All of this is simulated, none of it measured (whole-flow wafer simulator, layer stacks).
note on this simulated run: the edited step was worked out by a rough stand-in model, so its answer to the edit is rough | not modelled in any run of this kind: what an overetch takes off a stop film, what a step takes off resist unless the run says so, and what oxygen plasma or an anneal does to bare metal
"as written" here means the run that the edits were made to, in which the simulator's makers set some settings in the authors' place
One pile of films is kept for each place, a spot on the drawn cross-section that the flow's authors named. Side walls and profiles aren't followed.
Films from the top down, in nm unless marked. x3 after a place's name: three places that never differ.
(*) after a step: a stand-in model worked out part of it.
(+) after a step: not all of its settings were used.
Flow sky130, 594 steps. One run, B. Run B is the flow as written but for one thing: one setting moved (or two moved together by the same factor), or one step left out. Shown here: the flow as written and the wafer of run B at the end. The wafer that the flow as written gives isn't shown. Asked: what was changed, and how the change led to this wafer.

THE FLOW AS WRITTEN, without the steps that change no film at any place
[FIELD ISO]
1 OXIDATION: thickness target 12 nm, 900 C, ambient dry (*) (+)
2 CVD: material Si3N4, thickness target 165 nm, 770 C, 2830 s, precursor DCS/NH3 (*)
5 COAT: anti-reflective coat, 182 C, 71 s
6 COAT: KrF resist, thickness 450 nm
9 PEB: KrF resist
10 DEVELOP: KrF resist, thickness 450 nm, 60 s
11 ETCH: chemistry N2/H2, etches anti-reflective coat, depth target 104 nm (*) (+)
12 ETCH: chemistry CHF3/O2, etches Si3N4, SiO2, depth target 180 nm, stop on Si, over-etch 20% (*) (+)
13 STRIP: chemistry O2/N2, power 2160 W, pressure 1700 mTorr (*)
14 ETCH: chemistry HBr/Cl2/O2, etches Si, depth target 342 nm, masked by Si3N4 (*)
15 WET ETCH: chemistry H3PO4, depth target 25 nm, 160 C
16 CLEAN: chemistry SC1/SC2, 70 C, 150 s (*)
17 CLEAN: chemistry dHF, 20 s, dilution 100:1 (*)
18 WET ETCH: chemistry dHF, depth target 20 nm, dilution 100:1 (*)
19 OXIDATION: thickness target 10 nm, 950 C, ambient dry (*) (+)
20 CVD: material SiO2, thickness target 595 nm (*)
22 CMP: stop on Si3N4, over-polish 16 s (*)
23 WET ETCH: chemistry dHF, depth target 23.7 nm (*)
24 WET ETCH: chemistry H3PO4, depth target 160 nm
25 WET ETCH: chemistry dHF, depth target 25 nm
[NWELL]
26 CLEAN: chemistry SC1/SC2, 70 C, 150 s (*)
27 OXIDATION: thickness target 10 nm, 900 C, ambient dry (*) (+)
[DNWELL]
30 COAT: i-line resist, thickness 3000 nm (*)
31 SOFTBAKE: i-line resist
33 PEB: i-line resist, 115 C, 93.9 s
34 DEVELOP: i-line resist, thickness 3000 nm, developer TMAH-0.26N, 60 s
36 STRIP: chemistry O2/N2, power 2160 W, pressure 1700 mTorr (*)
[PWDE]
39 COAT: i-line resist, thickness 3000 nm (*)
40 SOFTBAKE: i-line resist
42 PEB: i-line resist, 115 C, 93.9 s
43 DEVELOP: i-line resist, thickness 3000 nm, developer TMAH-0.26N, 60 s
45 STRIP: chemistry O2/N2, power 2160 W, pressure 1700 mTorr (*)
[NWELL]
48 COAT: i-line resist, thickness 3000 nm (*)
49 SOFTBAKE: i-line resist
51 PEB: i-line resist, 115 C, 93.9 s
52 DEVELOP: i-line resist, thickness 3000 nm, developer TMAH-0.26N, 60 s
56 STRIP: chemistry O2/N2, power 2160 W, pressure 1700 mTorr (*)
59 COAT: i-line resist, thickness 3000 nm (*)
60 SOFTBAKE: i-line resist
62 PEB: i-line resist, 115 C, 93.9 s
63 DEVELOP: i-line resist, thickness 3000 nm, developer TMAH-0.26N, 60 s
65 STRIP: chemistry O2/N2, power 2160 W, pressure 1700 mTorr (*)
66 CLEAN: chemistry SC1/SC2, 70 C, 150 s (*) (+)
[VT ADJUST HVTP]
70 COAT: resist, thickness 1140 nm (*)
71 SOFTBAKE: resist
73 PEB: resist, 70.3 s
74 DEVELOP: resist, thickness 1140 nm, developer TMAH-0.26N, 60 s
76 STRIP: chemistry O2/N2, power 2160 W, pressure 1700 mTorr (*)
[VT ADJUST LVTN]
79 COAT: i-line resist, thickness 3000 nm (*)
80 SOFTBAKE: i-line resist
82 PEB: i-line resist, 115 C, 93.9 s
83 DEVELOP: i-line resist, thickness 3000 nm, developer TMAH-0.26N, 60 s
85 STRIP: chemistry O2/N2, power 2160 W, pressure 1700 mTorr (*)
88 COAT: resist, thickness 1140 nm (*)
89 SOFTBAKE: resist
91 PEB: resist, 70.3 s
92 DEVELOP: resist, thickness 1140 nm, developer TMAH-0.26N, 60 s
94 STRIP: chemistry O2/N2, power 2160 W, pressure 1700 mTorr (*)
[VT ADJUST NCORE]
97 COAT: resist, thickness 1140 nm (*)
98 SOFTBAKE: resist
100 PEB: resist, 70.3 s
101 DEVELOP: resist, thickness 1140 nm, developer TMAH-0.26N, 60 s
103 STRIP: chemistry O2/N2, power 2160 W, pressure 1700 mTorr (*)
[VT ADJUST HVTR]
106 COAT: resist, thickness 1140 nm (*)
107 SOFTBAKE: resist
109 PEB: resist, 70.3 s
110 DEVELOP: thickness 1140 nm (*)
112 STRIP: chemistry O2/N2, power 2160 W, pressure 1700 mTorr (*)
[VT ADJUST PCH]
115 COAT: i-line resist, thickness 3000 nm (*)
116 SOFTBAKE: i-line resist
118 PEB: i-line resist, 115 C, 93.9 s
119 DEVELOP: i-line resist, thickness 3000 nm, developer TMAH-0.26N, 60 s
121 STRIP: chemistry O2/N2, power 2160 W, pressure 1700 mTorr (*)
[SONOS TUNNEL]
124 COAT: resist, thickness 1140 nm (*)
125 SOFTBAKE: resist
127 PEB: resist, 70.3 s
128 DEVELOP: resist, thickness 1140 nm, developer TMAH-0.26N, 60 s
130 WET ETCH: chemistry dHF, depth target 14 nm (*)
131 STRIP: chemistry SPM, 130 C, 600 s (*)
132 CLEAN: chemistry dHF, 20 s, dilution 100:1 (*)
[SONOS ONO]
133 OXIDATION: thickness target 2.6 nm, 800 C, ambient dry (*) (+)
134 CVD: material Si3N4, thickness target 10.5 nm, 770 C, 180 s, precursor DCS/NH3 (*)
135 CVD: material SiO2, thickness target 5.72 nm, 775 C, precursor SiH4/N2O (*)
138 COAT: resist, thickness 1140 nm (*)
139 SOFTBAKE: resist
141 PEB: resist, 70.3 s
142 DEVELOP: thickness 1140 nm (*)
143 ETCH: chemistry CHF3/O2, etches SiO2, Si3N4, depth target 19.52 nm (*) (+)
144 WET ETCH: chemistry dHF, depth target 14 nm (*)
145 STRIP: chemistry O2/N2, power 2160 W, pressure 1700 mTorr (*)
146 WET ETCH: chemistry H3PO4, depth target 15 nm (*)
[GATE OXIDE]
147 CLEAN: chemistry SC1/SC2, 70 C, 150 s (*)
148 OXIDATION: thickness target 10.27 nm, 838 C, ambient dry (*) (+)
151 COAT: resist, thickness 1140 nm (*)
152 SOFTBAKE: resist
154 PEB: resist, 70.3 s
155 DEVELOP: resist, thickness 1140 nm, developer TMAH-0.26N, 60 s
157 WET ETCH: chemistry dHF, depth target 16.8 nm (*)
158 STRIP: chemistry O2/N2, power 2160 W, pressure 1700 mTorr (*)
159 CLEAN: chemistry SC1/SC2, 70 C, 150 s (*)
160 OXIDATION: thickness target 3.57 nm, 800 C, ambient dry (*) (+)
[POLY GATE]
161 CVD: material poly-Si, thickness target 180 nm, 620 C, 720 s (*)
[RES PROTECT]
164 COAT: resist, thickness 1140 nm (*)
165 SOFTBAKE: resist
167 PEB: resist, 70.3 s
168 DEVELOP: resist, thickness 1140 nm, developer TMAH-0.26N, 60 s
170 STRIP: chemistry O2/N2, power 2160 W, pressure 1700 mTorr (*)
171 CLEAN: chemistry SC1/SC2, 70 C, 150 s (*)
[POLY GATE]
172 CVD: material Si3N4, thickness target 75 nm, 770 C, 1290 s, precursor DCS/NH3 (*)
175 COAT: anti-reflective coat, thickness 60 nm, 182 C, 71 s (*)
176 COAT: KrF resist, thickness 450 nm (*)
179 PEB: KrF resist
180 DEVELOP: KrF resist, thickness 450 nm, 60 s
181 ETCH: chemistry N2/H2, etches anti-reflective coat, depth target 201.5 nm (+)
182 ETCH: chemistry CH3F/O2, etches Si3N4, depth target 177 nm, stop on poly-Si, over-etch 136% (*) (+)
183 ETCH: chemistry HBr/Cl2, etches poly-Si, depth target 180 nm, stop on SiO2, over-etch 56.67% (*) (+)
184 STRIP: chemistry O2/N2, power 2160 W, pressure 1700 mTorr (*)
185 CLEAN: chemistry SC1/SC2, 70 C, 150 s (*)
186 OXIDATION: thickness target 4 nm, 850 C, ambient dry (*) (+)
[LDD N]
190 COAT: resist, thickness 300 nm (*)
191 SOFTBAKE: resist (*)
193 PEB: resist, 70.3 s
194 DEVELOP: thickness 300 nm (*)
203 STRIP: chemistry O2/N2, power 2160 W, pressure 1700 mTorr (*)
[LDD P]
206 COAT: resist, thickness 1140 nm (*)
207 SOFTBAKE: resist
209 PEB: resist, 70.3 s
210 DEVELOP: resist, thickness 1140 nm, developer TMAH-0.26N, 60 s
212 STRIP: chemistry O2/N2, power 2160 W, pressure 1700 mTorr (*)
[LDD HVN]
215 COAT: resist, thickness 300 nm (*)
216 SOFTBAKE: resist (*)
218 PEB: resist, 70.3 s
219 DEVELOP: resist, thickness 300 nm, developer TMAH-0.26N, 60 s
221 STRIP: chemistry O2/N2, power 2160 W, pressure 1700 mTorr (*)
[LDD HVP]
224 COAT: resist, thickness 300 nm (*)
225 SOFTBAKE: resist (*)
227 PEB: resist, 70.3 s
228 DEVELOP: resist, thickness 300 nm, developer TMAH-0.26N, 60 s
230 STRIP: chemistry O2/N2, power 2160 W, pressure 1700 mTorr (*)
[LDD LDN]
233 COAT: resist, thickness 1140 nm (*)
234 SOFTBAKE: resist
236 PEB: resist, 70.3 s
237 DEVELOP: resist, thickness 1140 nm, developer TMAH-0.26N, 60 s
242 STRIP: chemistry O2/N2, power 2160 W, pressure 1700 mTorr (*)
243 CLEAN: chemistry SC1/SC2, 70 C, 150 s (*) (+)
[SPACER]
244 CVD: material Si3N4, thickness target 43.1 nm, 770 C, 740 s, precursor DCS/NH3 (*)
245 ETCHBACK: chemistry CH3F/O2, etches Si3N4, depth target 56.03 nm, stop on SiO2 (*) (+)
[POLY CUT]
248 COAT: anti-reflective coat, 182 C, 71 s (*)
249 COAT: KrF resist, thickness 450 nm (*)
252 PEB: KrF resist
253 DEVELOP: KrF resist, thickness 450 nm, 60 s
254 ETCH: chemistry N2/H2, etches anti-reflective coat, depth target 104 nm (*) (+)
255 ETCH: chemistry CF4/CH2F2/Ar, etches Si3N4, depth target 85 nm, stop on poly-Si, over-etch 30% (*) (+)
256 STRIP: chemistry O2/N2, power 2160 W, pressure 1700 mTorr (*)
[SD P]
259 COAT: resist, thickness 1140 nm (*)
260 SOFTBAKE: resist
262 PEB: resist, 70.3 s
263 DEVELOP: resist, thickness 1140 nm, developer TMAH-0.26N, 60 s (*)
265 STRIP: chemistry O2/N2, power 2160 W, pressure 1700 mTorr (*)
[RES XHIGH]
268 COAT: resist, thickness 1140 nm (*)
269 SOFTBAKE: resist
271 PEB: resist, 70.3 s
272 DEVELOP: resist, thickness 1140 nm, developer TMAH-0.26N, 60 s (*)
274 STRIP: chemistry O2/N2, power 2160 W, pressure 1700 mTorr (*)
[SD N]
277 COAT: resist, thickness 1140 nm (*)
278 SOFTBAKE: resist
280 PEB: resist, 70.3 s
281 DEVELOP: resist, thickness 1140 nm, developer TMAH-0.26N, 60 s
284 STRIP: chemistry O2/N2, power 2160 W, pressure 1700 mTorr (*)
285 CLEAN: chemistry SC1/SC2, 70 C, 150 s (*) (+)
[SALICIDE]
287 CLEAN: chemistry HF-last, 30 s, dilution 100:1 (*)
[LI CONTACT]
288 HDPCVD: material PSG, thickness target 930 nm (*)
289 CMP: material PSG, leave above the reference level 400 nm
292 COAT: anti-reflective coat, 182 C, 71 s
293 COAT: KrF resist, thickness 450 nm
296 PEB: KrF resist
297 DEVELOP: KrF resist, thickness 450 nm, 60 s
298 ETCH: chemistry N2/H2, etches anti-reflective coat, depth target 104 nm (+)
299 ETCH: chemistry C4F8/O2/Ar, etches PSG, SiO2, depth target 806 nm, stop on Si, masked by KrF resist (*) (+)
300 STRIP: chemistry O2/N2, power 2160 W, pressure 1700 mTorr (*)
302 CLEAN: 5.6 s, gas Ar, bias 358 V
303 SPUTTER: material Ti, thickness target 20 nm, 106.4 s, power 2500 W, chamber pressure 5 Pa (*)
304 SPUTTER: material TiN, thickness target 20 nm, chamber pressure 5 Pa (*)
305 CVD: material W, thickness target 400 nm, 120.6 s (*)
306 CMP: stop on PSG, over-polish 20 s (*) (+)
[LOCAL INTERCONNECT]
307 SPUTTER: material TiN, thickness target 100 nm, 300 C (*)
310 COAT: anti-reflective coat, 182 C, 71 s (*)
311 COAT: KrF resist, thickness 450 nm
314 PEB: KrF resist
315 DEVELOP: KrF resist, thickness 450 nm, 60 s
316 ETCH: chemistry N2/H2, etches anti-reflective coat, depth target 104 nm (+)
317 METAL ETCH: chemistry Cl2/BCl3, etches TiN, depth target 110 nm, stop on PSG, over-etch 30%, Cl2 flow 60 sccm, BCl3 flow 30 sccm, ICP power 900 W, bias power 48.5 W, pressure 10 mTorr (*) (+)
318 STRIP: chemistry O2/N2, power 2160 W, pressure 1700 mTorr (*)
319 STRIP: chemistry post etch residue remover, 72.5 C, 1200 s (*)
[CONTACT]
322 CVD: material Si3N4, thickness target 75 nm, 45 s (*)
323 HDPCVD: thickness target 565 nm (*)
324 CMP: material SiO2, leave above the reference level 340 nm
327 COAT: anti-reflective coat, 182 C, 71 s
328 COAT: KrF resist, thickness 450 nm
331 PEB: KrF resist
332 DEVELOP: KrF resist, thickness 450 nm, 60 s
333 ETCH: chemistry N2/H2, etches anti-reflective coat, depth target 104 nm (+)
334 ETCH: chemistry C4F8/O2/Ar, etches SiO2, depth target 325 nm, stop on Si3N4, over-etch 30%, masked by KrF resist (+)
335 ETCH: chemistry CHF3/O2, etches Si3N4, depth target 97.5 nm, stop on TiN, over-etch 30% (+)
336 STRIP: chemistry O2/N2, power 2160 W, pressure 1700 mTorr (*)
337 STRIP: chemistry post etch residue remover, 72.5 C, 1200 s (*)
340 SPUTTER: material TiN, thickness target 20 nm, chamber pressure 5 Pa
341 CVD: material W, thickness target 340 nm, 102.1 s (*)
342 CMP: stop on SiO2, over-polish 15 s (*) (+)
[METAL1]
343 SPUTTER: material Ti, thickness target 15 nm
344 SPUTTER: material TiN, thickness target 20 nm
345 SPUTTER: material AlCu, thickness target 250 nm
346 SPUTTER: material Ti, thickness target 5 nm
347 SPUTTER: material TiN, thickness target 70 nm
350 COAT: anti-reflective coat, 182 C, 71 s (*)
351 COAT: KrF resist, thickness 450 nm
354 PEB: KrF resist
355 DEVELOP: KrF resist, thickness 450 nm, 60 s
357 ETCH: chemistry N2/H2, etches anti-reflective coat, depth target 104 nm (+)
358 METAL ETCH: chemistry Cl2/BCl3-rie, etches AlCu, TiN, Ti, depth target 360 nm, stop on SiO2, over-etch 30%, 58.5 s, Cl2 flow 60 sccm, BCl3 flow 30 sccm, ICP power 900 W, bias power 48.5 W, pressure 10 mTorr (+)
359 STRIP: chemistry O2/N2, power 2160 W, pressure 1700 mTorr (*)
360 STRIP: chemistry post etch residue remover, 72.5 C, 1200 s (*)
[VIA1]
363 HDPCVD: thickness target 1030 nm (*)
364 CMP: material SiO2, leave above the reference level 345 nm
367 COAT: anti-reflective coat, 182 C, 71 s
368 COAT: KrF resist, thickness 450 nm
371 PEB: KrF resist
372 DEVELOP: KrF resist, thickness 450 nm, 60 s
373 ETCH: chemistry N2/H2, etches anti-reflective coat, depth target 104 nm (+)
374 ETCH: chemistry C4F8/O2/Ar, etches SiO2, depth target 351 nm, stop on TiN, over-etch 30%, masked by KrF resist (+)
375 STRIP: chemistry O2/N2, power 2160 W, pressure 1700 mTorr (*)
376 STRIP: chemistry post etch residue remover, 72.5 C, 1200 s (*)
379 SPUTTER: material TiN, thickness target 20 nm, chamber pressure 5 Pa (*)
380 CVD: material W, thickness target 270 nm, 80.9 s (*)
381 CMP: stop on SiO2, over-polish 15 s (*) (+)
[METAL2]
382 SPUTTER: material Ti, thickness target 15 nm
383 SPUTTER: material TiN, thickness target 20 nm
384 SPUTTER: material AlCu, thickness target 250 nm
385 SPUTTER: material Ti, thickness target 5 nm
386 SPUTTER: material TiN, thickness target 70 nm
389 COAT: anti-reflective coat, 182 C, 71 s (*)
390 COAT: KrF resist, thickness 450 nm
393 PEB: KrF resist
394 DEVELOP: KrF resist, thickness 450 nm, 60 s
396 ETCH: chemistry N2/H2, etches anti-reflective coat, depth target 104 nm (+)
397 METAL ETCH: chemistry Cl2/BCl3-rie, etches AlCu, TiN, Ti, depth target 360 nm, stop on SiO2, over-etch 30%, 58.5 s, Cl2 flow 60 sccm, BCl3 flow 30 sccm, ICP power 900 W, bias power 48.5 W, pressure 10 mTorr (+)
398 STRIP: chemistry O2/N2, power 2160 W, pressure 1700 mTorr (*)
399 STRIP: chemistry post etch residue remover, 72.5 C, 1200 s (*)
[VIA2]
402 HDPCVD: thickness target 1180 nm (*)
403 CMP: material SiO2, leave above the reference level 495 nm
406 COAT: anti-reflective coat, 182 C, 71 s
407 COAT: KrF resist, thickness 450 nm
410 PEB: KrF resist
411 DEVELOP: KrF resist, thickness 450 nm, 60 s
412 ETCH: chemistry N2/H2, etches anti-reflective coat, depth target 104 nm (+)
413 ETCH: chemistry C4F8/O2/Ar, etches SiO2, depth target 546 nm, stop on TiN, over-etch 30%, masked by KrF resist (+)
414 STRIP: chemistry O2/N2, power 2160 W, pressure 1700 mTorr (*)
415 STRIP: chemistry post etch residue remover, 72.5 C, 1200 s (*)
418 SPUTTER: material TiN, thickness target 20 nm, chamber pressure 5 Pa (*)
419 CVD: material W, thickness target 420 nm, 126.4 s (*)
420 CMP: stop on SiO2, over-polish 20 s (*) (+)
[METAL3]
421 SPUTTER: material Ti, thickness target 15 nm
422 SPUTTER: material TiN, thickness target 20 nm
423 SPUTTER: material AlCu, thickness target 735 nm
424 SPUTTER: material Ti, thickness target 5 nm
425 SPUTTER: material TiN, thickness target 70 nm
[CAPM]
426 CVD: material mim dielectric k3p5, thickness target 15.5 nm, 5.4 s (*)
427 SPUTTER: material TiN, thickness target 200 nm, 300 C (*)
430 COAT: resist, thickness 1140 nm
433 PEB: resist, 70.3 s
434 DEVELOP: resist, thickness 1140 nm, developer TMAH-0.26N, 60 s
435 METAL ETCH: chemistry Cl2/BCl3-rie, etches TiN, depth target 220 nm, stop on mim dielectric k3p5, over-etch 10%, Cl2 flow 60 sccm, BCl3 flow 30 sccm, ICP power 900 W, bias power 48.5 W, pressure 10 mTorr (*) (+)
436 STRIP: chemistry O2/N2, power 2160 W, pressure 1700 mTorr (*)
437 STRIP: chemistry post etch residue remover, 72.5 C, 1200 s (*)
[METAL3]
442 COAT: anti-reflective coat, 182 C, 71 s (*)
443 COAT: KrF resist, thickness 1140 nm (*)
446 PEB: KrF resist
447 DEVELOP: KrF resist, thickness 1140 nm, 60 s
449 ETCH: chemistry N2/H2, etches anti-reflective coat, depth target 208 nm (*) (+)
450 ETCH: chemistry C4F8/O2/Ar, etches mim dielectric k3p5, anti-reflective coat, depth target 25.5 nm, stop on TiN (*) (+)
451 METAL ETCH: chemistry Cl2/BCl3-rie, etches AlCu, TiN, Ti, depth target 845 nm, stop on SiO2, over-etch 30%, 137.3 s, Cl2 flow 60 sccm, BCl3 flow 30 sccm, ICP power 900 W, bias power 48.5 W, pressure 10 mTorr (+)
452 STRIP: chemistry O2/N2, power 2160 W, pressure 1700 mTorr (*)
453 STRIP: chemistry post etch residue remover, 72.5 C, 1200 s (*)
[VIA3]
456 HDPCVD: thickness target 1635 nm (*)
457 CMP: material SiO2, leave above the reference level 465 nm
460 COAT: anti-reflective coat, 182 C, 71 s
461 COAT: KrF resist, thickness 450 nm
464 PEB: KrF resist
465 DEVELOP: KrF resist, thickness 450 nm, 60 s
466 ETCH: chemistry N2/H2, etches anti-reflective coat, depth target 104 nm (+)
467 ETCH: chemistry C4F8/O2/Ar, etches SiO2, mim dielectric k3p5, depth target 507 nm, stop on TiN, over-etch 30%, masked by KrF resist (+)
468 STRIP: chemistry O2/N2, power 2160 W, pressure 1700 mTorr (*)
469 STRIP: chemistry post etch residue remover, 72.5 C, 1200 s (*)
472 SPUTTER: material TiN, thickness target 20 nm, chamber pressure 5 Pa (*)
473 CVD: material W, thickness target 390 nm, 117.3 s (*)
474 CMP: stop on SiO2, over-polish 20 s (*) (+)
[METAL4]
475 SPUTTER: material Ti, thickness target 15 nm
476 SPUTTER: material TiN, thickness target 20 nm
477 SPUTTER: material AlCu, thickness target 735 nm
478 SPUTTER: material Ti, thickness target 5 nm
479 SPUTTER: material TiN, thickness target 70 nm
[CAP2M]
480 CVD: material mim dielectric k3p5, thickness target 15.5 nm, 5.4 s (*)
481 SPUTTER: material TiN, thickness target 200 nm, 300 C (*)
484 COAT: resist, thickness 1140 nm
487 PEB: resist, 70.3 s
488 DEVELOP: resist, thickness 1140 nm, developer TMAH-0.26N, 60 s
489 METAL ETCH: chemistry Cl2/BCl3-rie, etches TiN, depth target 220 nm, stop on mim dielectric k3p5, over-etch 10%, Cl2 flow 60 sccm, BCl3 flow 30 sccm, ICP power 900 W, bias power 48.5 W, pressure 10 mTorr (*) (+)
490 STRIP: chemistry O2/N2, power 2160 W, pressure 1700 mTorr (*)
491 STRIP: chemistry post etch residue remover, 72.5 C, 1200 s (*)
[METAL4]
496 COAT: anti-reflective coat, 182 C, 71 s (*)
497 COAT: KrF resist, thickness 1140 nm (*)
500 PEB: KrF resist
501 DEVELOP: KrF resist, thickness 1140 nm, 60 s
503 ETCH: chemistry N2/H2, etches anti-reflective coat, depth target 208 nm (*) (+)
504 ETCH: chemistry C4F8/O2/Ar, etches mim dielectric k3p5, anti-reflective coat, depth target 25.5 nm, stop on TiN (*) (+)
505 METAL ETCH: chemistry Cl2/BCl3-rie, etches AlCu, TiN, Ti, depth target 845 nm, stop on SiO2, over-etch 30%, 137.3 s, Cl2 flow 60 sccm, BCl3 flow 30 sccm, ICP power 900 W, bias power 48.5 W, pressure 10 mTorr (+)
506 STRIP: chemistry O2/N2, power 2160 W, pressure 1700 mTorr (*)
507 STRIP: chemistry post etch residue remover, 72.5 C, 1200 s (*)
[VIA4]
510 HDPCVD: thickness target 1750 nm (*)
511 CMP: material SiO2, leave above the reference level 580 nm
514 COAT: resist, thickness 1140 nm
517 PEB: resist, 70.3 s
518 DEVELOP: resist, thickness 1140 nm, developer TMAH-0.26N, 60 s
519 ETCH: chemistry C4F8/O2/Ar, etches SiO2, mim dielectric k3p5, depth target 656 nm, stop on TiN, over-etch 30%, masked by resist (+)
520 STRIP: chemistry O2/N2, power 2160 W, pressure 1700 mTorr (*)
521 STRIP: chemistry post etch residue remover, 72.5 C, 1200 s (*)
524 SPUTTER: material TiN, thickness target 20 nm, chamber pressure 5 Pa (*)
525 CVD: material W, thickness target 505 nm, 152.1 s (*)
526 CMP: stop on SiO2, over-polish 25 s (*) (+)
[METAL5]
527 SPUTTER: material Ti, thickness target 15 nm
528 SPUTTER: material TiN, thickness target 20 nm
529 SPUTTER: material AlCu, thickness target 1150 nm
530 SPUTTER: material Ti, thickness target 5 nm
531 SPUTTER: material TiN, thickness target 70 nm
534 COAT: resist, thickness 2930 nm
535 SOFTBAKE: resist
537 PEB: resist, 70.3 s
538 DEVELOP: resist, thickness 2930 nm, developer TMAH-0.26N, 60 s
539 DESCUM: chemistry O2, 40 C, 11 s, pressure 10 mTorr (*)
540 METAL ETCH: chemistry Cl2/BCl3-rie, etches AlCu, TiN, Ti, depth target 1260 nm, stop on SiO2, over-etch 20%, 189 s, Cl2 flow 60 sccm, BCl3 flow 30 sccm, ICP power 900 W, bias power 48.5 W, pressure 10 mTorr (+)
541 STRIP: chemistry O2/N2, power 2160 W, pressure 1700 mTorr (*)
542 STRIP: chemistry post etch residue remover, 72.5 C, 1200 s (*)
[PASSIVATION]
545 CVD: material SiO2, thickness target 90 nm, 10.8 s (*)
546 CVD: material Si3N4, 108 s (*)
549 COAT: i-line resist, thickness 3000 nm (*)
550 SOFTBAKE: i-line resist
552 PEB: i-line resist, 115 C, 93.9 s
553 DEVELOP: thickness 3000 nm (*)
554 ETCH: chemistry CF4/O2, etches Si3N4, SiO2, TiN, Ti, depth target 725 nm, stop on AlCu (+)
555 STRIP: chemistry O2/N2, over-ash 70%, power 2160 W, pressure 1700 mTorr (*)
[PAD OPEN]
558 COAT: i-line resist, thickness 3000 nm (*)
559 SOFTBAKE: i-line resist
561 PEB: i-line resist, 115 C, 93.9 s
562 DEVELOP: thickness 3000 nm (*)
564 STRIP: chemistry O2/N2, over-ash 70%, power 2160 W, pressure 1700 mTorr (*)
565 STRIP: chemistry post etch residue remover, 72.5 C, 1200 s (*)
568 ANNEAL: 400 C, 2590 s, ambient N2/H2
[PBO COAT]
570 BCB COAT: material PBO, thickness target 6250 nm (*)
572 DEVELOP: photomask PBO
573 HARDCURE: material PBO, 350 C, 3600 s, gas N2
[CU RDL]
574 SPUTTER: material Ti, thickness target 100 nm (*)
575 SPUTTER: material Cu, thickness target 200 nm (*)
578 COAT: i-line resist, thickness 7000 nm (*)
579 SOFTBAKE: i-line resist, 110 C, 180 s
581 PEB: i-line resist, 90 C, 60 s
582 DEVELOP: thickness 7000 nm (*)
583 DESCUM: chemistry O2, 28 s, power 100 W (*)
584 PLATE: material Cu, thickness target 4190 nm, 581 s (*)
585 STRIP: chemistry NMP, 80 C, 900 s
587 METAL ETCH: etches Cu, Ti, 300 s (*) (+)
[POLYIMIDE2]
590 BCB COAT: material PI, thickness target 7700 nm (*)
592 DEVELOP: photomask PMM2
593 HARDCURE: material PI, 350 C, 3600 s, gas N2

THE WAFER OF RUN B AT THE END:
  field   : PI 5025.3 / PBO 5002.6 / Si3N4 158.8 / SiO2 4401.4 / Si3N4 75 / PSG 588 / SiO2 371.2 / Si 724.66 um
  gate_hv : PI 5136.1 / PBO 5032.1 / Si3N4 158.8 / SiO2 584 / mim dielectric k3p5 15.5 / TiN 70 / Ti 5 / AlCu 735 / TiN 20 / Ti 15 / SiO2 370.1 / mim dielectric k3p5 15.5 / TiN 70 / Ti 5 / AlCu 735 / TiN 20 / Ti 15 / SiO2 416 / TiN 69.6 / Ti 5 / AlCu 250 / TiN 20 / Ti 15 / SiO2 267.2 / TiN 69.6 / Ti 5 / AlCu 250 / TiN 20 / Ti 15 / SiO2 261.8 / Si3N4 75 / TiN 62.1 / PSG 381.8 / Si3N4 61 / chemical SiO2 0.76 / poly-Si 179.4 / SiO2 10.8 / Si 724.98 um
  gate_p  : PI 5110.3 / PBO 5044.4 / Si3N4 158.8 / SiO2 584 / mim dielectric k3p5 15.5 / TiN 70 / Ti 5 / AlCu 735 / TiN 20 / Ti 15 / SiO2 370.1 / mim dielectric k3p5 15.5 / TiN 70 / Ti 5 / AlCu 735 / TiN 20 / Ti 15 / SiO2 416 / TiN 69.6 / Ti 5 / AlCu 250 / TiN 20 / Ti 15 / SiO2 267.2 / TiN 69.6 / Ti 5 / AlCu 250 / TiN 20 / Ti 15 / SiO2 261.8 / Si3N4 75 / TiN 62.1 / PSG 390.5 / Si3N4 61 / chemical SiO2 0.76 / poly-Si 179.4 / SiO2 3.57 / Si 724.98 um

The cause: step 307, SPUTTER: thickness target 62.5 nm was run, where the flow has thickness target 100 nm.

How the change led to this, step by step:
  307 SPUTTER: material TiN, thickness target 100 nm, 300 C (*)
      field, active, n_well and 188 more: TiN +62.5 (new film) (as written it would be: TiN +100 (new film))
  317 METAL ETCH: chemistry Cl2/BCl3, etches TiN, depth target 110 nm, stop on PSG, over-etch 30%, Cl2 flow 60 sccm, BCl3 flow 30 sccm, ICP power 900 W, bias power 48.5 W, pressure 10 mTorr (*) (+)
      n_well, p_well, gate_hv and 97 more: KrF resist -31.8 (as written it would be: KrF resist -44)
      field, active, gate and 88 more: TiN -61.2 (all of it) (as written it would be: TiN -98.7 (all of it))
  318 STRIP: chemistry O2/N2, power 2160 W, pressure 1700 mTorr (*)
      n_well, p_well, gate_hv and 93 more: KrF resist -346 (all of it), anti-reflective coat -80 (all of it) (as written it would be: KrF resist -333.8 (all of it), anti-reflective coat -80 (all of it))
      poly_licon, ndiff_licon, ndiff_licon_cpp, rpo_hd_licon: KrF resist -346.1 (all of it), anti-reflective coat -80.5 (all of it) (as written it would be: KrF resist -333.9 (all of it), anti-reflective coat -80.5 (all of it))
  324 CMP: material SiO2, leave above the reference level 340 nm
      field, active, gate and 88 more: SiO2 -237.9 (as written it would be: SiO2 -200.4)
